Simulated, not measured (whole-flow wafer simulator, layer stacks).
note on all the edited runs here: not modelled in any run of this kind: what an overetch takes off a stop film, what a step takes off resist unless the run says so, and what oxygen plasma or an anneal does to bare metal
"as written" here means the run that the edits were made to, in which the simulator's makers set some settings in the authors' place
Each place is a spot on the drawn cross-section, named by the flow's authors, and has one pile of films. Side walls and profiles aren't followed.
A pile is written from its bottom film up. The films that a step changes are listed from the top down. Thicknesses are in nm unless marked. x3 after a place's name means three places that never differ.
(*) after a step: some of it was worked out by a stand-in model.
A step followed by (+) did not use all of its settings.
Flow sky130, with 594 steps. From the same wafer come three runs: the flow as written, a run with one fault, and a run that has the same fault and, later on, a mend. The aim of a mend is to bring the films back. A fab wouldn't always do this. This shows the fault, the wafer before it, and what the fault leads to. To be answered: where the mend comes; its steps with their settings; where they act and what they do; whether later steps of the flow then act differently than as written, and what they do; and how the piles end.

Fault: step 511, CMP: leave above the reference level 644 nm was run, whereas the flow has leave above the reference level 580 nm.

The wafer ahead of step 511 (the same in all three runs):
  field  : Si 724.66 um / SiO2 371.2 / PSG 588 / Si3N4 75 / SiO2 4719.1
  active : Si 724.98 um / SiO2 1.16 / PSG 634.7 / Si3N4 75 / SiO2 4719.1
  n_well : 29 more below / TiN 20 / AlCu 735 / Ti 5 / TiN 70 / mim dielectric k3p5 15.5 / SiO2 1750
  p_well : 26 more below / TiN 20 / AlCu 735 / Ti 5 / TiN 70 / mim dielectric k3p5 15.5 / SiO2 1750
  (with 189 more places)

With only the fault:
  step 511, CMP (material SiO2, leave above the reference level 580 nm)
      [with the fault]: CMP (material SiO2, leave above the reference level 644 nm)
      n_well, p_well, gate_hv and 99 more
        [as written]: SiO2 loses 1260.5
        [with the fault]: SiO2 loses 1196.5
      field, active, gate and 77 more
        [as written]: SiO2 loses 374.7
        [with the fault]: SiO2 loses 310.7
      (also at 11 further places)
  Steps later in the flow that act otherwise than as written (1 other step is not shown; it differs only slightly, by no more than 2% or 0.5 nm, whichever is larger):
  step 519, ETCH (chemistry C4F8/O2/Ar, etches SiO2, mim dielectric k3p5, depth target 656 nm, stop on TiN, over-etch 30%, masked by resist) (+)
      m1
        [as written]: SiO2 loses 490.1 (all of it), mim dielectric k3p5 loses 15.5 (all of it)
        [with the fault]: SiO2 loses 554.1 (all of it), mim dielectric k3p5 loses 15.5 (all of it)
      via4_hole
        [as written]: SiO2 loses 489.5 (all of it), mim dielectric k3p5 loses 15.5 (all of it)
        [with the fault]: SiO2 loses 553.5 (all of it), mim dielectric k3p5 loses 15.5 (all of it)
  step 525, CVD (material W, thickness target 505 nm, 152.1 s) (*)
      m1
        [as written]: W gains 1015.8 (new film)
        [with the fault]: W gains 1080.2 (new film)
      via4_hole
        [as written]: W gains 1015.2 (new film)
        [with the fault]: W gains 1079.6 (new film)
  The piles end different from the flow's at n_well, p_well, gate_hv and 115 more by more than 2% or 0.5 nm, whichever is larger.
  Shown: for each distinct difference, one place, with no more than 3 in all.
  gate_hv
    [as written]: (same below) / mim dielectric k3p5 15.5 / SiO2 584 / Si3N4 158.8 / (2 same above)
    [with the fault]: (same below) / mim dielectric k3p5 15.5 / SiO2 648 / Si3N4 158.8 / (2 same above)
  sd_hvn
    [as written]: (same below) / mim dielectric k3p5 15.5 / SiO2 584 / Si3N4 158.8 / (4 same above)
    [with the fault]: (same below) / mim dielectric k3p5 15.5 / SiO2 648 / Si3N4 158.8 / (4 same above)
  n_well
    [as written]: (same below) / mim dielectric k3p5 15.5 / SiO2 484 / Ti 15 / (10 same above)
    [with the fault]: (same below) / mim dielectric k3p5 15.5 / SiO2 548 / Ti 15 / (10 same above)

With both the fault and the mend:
  The mend stands after step 518.
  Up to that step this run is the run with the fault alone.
  step 518a, STRIP (chemistry O2/N2, power 2160 W, pressure 1700 mTorr) (*)
      field, active, n_well and 188 more
        resist loses 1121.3 (all of it)
  step 518b, CMP (material SiO2, leave above the reference level 580 nm) (the flow's step 511, run once more)
      field, active, n_well and 190 more
        SiO2 loses 64
  step 518c, HMDS (120 C, 60 s) (the flow's step 513, run once more)
      leaves every film unchanged at each place that is followed
  step 518d, COAT (resist, thickness 1140 nm) (the flow's step 514, run once more)
      field, active, n_well and 190 more
        resist gains 1140 (new film)
  step 518e, SOFTBAKE (resist) (the flow's step 515, run once more)
      leaves every film unchanged at each place that is followed
  step 518f, EXPOSE (photomask VIM4, dose 133.8 mJ/cm2, NA 0.6, wavelength 365 nm) (*) (the flow's step 516, run once more)
      leaves every film unchanged at each place that is followed
  step 518g, PEB (resist, 70.3 s) (the flow's step 517, run once more)
      field, active, n_well and 190 more
        resist loses 18.7
  step 518h, DEVELOP (resist, thickness 1140 nm, developer TMAH-0.26N, 60 s) (the flow's step 518, run once more)
      m1, via4_hole
        resist loses 1121.3 (all of it)
  None of the later steps of the flow acts differently than as written at any place that is followed.
  At every place that both follow, the piles at the end match the flow's.
